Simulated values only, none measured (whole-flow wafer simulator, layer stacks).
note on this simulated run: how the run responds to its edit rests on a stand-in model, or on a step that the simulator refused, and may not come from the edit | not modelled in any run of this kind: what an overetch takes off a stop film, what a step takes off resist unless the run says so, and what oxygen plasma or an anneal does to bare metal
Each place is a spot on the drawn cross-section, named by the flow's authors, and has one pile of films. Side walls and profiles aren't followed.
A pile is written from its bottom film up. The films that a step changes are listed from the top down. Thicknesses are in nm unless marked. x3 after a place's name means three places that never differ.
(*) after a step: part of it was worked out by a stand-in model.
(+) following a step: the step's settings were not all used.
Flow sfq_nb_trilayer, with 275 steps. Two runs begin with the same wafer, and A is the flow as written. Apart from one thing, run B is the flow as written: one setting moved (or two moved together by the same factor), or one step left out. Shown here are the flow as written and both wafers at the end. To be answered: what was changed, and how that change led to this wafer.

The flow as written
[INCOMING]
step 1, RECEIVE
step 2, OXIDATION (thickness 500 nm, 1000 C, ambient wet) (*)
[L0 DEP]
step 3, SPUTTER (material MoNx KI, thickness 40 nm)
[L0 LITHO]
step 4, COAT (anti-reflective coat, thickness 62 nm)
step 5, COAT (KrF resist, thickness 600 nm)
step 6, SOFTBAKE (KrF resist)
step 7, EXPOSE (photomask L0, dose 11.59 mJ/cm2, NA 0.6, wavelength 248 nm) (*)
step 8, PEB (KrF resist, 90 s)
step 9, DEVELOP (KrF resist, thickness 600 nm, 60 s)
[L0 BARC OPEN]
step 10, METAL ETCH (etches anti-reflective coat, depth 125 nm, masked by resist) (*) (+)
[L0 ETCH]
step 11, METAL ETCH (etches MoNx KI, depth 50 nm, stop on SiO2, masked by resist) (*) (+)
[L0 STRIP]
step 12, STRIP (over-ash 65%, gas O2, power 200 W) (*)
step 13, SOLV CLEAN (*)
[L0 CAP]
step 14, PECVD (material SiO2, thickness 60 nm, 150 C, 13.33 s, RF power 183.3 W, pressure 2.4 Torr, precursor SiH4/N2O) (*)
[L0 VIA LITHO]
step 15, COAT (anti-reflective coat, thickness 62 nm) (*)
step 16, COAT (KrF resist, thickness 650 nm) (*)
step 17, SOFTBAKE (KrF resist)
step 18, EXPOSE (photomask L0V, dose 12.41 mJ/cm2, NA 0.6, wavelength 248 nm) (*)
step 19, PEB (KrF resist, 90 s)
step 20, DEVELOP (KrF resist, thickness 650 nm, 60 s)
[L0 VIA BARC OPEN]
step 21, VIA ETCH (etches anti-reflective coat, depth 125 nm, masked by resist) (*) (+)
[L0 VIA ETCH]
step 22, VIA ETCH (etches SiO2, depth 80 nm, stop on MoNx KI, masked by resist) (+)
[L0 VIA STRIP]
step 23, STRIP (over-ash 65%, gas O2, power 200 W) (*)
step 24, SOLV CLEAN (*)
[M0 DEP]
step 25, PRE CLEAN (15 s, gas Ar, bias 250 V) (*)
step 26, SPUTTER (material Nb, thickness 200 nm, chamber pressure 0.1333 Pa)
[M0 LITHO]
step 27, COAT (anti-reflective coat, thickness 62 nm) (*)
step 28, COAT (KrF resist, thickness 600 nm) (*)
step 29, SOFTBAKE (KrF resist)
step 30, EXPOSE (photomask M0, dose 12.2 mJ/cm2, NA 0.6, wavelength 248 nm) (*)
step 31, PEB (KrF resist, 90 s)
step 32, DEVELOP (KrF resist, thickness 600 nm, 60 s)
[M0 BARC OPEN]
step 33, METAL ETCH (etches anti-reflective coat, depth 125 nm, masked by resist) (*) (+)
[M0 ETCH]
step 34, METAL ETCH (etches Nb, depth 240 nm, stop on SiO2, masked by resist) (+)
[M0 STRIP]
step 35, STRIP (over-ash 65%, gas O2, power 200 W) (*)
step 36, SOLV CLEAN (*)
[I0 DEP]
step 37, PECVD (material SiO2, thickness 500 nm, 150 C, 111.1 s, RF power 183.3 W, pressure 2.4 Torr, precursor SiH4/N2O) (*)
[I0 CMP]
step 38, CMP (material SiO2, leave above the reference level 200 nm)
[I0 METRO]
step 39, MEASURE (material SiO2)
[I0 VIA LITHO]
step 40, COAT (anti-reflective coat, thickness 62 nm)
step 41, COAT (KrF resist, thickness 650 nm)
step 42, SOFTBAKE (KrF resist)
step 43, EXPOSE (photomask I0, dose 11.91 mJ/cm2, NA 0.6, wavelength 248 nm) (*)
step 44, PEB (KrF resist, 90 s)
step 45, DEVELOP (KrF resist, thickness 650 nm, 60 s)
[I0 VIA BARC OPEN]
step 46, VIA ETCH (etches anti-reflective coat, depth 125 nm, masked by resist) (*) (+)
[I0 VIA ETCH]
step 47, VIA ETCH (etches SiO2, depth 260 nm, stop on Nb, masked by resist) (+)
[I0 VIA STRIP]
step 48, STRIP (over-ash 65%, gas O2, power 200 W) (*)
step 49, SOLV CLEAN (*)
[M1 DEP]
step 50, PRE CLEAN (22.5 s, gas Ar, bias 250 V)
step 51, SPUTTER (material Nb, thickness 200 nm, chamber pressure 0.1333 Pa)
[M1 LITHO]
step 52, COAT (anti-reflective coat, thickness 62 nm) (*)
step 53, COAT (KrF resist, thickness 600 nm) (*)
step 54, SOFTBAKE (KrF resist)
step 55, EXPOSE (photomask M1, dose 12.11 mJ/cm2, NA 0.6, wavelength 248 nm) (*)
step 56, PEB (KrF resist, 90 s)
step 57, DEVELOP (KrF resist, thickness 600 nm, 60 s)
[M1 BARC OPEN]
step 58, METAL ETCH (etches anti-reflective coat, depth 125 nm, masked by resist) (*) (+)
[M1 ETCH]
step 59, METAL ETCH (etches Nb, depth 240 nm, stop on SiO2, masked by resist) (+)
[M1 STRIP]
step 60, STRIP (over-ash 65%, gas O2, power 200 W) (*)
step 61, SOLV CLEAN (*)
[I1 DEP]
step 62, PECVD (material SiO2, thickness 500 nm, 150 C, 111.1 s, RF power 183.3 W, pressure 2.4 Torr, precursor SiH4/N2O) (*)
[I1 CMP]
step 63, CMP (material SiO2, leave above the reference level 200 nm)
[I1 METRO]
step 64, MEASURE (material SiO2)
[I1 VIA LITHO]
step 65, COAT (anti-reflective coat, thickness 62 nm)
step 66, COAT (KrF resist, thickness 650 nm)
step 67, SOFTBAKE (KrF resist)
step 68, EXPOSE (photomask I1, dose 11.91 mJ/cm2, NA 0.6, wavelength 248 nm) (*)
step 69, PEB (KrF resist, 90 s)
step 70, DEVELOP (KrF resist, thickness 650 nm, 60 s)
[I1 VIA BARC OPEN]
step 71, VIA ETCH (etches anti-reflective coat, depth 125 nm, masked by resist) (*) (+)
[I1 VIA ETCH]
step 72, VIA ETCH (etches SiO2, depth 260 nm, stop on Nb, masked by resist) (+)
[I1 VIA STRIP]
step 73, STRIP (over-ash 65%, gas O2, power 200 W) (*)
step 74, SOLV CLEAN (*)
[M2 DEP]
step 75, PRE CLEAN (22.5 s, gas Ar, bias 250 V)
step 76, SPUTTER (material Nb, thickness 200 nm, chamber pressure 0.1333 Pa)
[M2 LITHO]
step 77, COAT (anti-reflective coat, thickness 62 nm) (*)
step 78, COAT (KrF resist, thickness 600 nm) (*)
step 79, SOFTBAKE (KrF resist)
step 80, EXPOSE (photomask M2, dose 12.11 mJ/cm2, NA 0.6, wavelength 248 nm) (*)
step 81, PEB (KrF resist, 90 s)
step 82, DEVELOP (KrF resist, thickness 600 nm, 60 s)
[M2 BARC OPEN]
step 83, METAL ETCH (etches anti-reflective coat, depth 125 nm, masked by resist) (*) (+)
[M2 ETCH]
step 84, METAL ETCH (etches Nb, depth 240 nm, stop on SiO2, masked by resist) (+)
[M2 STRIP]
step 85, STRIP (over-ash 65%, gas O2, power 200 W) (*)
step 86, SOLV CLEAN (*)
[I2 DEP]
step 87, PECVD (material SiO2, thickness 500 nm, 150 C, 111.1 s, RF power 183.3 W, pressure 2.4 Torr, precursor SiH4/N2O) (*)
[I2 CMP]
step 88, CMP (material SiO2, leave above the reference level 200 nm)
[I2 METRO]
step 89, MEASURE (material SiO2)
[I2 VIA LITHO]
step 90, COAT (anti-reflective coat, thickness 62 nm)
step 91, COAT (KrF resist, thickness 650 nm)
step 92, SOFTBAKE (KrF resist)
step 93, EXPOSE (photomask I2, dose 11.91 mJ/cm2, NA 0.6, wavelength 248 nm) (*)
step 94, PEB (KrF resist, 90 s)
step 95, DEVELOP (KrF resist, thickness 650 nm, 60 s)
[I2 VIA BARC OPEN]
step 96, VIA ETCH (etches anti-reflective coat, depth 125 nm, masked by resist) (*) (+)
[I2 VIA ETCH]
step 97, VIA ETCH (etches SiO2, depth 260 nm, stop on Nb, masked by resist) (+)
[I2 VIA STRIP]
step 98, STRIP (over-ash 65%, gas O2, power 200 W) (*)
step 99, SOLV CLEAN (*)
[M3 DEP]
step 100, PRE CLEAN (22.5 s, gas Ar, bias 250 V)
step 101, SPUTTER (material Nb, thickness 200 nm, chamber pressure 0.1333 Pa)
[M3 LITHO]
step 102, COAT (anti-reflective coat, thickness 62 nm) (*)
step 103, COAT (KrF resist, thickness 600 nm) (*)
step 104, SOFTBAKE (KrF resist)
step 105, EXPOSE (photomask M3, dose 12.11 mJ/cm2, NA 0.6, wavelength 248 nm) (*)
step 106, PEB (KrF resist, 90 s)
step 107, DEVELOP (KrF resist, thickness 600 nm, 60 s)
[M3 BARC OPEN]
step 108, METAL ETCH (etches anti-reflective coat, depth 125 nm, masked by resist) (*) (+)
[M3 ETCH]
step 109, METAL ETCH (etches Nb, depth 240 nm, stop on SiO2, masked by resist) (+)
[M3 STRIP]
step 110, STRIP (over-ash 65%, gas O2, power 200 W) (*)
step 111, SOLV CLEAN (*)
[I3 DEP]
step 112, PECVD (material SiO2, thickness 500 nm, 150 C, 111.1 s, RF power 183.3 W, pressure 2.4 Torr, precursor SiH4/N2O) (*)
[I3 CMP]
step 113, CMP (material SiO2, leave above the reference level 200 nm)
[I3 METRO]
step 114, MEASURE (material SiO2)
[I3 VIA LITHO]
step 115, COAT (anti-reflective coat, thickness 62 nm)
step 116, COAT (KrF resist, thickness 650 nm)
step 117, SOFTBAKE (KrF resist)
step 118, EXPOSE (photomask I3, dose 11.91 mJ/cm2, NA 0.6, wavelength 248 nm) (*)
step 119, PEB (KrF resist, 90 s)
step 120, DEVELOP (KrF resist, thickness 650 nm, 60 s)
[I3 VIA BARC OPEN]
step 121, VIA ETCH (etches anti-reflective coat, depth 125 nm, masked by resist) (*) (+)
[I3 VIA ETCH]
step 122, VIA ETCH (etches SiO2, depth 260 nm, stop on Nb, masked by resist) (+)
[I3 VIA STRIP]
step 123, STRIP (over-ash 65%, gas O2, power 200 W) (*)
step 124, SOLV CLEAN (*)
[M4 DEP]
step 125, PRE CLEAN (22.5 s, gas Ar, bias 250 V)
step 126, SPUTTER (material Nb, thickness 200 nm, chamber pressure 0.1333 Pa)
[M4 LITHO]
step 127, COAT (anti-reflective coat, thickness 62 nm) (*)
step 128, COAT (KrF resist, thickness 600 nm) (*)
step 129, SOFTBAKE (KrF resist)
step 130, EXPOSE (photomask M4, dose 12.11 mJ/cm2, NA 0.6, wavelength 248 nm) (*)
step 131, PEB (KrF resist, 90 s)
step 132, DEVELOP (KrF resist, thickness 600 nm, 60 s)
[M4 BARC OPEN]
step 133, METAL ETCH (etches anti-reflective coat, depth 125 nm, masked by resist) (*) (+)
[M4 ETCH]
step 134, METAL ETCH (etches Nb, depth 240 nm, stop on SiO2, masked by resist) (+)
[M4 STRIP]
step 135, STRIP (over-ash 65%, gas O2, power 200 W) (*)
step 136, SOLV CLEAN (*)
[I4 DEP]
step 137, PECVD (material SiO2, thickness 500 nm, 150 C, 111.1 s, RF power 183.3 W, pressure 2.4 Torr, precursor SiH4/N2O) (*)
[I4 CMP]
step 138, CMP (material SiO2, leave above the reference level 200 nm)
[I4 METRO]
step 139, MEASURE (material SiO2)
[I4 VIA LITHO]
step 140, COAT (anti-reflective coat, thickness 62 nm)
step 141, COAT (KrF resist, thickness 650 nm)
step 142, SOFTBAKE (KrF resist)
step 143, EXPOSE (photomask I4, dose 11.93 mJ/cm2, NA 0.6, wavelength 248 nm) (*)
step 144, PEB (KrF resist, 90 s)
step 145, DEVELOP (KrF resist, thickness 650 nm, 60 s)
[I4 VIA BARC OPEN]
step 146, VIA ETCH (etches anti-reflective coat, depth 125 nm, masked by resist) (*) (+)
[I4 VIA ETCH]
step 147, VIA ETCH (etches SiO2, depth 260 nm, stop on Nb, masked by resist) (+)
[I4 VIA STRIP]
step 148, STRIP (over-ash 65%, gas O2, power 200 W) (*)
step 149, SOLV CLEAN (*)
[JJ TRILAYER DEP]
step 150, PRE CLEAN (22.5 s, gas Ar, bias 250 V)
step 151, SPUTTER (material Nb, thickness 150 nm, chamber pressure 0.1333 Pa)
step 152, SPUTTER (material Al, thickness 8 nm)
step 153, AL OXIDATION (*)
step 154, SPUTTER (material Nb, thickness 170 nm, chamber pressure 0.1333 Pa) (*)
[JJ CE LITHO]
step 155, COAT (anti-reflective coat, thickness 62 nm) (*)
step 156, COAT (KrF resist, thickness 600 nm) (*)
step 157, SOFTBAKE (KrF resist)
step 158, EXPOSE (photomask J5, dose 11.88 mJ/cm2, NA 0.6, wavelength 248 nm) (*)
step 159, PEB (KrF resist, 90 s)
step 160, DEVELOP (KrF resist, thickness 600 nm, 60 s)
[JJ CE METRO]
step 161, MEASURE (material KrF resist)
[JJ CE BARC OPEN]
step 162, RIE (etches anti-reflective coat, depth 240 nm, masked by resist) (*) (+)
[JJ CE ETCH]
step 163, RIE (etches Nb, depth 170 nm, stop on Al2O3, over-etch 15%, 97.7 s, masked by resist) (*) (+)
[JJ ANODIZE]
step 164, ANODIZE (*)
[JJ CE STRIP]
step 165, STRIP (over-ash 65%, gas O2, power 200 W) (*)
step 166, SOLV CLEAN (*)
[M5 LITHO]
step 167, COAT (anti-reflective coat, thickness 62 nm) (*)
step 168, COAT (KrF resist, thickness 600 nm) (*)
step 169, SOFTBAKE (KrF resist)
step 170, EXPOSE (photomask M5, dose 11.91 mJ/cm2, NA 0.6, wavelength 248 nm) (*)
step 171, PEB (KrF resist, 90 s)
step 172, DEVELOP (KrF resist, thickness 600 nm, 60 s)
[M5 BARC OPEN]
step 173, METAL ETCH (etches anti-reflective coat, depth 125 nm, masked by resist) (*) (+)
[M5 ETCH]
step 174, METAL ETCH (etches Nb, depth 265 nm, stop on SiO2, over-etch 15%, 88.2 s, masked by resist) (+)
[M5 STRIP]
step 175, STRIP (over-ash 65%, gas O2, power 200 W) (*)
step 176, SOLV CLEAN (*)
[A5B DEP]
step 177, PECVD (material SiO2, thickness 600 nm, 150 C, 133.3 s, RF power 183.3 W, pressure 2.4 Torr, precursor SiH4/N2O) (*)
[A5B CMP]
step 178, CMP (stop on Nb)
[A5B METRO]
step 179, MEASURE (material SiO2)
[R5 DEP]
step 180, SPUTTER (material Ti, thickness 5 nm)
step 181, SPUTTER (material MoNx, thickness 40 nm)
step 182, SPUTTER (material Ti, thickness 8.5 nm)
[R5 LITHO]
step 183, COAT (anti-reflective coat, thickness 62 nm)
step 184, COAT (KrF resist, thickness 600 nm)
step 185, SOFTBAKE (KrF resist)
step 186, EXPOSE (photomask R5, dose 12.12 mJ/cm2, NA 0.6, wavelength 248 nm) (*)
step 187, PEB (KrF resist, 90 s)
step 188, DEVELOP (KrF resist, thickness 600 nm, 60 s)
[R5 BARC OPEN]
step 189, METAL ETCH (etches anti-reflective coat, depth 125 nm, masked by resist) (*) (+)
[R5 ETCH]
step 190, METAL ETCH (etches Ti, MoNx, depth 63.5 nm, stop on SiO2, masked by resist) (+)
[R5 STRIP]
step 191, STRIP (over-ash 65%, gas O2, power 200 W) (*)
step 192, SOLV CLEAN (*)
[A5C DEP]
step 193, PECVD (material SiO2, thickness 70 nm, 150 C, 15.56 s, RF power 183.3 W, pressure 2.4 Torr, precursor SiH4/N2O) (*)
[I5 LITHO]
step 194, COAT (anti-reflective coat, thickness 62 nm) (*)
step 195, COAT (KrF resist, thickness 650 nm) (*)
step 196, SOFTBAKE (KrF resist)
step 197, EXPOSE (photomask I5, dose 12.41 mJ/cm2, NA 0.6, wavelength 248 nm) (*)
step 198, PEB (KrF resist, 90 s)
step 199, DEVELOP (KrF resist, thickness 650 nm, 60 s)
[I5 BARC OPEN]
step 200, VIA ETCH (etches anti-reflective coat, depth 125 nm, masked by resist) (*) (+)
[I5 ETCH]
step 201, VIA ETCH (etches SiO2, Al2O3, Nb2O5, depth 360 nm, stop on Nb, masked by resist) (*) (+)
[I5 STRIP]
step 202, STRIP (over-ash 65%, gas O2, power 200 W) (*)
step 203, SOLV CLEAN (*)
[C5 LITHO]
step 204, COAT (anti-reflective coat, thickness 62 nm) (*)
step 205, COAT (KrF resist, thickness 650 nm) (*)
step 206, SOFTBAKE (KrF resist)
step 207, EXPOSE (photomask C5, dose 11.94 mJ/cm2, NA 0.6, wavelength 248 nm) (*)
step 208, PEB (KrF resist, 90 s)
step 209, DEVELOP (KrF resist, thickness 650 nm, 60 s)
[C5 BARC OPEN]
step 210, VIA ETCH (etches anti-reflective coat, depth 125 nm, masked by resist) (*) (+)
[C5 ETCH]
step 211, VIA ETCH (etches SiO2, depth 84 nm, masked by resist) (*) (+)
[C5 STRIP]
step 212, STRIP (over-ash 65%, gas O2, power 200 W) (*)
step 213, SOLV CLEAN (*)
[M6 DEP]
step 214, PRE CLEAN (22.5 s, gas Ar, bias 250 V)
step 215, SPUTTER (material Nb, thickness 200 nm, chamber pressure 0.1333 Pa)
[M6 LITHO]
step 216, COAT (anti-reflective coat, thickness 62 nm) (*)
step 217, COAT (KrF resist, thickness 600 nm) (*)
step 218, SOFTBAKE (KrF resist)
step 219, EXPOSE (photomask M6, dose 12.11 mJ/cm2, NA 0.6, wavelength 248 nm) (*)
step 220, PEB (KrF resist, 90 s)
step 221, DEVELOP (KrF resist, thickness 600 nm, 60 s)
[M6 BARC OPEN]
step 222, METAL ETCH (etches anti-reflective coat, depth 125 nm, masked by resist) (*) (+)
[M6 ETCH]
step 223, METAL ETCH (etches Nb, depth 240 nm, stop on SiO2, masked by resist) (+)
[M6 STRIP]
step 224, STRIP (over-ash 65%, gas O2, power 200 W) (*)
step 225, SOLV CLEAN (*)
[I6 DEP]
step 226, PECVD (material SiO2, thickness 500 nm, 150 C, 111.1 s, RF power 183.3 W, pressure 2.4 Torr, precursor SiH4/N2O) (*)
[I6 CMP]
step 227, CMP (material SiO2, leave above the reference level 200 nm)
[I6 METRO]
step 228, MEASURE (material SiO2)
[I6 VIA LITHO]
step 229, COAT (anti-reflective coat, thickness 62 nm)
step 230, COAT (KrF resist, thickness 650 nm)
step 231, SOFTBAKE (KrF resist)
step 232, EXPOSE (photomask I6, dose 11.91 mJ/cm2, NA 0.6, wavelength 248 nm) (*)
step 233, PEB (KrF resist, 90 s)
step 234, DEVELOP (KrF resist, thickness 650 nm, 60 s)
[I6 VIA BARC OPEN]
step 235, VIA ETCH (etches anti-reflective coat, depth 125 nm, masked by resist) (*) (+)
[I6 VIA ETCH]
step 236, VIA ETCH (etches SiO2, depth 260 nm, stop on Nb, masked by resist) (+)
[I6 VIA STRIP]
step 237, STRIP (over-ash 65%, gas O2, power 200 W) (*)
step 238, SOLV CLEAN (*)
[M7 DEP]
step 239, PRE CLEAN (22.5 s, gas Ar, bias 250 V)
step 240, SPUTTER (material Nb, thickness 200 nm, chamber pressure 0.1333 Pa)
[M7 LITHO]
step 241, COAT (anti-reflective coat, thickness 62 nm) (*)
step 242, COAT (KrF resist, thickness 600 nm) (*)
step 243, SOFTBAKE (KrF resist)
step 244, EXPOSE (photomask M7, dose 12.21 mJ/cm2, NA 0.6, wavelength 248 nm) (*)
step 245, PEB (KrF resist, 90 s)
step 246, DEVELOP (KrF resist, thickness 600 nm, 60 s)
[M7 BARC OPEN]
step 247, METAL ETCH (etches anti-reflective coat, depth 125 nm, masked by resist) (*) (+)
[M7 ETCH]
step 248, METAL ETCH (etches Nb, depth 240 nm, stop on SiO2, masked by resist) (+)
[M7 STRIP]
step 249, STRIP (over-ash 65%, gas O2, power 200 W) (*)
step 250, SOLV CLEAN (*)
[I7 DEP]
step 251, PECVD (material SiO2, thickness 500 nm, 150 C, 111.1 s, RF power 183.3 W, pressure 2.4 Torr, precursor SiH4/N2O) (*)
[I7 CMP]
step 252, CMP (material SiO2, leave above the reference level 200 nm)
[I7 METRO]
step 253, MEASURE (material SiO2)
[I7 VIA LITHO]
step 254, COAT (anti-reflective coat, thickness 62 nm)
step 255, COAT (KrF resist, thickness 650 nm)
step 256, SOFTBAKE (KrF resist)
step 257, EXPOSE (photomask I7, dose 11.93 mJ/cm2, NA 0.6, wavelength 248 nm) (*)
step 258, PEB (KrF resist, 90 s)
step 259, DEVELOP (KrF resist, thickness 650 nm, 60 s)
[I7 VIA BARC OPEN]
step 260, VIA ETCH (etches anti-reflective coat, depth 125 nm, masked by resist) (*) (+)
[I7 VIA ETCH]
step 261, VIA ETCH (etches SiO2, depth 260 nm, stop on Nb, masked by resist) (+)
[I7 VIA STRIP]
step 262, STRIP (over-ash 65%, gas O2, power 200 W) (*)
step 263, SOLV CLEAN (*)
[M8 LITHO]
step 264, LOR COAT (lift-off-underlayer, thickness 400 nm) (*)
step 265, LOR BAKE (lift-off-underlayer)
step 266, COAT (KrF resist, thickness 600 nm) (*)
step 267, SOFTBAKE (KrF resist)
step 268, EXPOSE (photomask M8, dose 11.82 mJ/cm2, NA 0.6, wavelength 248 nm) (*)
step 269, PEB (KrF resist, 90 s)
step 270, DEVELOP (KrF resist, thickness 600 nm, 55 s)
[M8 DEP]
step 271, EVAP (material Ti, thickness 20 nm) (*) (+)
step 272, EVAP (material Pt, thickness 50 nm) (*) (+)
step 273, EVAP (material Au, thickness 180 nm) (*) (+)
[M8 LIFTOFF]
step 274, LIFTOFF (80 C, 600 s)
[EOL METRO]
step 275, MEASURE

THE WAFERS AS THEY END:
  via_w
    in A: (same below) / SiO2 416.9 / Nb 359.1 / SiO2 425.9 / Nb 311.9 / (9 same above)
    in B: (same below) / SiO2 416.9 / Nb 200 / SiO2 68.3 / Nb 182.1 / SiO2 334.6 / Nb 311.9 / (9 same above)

What caused this: step 97, VIA ETCH: depth 124 nm was run, whereas the flow has depth 260 nm.

How this came from the change, step by step:
  step 97, VIA ETCH (etches SiO2, depth 260 nm, stop on Nb, masked by resist) (+)
      via_w: A SiO2 loses 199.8 (all of it) | B SiO2 loses 124
      field_l, v_sur, via_wl and 102 more: A KrF resist loses 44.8 | B KrF resist loses 21.4
  step 98, STRIP (over-ash 65%, gas O2, power 200 W) (*)
      field_l, v_sur, via_wl and 102 more: A KrF resist loses 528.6 (all of it), anti-reflective coat loses 62 (all of it) | B KrF resist loses 552.1 (all of it), anti-reflective coat loses 62 (all of it)
  step 100, PRE CLEAN (22.5 s, gas Ar, bias 250 V)
      via_w: A Nb loses 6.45 | B SiO2 loses 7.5
  step 101, SPUTTER (material Nb, thickness 200 nm, chamber pressure 0.1333 Pa)
      via_w: A Nb gains 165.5 | B Nb gains 182.1 (new film)
  step 102, COAT (anti-reflective coat, thickness 62 nm) (*)
      via_wl, via_wr: A anti-reflective coat gains 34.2 (new film) | B anti-reflective coat gains 36.9 (new film)
      via_w: A anti-reflective coat gains 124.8 (new film) | B anti-reflective coat gains 107.7 (new film)
  step 103, COAT (KrF resist, thickness 600 nm) (*)
      via_w: A KrF resist gains 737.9 (new film) | B KrF resist gains 675.9 (new film)
  step 110, STRIP (over-ash 65%, gas O2, power 200 W) (*)
      via_wl: A KrF resist loses 384.2 (all of it), anti-reflective coat loses 34.2 (all of it) | B KrF resist loses 390.9 (all of it), anti-reflective coat loses 36.9 (all of it)
      via_w: A KrF resist loses 520 (all of it), anti-reflective coat loses 124.8 (all of it) | B KrF resist loses 458.1 (all of it), anti-reflective coat loses 107.7 (all of it)
      (as well as at 1 more place)
  step 112, PECVD (material SiO2, thickness 500 nm, 150 C, 111.1 s, RF power 183.3 W, pressure 2.4 Torr, precursor SiH4/N2O) (*)
      via_w: A SiO2 gains 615 (new film) | B SiO2 gains 500 (new film)
  step 113, CMP (material SiO2, leave above the reference level 200 nm)
      via_w: A SiO2 loses 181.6 | B SiO2 loses 157.9
If metal films that touch count as one body, via_w has 6 bodies (between them, from the top down: SiO2 192.5; SiO2 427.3 / Al2O3 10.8 / Nb2O5 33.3; SiO2 334.6; SiO2 68.3; SiO2 416.9); the flow as written gives 5 bodies (between them, from the top down: SiO2 192.5; SiO2 427.3 / Al2O3 10.8 / Nb2O5 33.3; SiO2 425.9; SiO2 416.9).
